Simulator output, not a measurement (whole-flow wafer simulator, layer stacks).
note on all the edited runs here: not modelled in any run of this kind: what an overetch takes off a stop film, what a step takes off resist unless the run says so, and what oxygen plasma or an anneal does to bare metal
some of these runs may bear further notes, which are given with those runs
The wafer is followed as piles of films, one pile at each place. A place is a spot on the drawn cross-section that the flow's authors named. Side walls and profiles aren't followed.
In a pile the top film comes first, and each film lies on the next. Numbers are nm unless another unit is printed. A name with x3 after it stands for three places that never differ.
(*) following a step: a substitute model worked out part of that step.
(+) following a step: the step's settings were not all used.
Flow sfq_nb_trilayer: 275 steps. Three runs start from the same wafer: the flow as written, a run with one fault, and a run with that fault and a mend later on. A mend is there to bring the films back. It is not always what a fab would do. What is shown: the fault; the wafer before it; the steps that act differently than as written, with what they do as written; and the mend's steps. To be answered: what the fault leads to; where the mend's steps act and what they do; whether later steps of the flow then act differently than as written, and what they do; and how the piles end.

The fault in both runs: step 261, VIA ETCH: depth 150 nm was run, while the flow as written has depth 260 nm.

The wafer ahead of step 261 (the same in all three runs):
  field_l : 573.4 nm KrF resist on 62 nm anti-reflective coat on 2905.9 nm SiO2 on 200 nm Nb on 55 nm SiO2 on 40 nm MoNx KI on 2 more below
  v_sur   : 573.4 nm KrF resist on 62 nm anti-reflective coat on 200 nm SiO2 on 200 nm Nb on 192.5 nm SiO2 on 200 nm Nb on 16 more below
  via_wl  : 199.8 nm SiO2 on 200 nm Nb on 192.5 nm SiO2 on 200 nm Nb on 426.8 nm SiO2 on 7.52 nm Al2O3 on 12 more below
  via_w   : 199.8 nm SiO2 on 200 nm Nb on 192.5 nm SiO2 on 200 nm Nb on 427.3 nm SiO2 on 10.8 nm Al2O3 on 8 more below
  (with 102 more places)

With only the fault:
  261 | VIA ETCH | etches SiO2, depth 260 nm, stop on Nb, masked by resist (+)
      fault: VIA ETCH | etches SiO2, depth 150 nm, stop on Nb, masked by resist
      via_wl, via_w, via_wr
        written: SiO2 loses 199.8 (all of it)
        fault: SiO2 loses 150
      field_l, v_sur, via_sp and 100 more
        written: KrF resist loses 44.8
        fault: KrF resist loses 25.9
  Steps later in the flow that act otherwise than as written (3 more steps, not shown, differ only slightly: by at most 2% or 0.5 nm, whichever is larger):
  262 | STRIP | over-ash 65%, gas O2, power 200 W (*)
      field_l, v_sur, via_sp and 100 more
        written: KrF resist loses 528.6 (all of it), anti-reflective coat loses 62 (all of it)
        fault: KrF resist loses 547.6 (all of it), anti-reflective coat loses 62 (all of it)
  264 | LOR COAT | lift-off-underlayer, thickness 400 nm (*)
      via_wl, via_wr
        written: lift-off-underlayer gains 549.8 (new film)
        fault: lift-off-underlayer gains 512.4 (new film)
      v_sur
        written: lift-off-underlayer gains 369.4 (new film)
        fault: lift-off-underlayer gains 377 (new film)
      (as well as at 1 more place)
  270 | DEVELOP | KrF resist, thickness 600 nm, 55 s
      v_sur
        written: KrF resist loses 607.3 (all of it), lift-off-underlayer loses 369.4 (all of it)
        fault: KrF resist loses 605.2 (all of it), lift-off-underlayer loses 377 (all of it)
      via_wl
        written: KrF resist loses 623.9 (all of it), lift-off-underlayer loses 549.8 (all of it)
        fault: KrF resist loses 617.6 (all of it), lift-off-underlayer loses 512.4 (all of it)
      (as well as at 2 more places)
  At via_wl, via_w, via_wr, the piles at the end differ from the flow's by more than 2% or 0.5 nm, whichever is larger.
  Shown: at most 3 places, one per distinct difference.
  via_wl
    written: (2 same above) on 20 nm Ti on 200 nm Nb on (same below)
    fault: (2 same above) on 20 nm Ti on 49.8 nm SiO2 on 200 nm Nb on (same below)

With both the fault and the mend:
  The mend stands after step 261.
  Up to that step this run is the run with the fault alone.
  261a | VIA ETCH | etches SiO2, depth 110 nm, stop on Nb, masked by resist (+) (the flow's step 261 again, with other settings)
      field_l, v_sur, via_sp and 100 more
        KrF resist loses 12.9
      via_wl, via_w, via_wr
        SiO2 loses 49.8 (all of it)
  Every later step of the flow that is run acts as written, at every place that is followed, to within 2% or 0.5 nm, whichever is larger.
  By the end, the piles equal the flow's at every place that both follow.
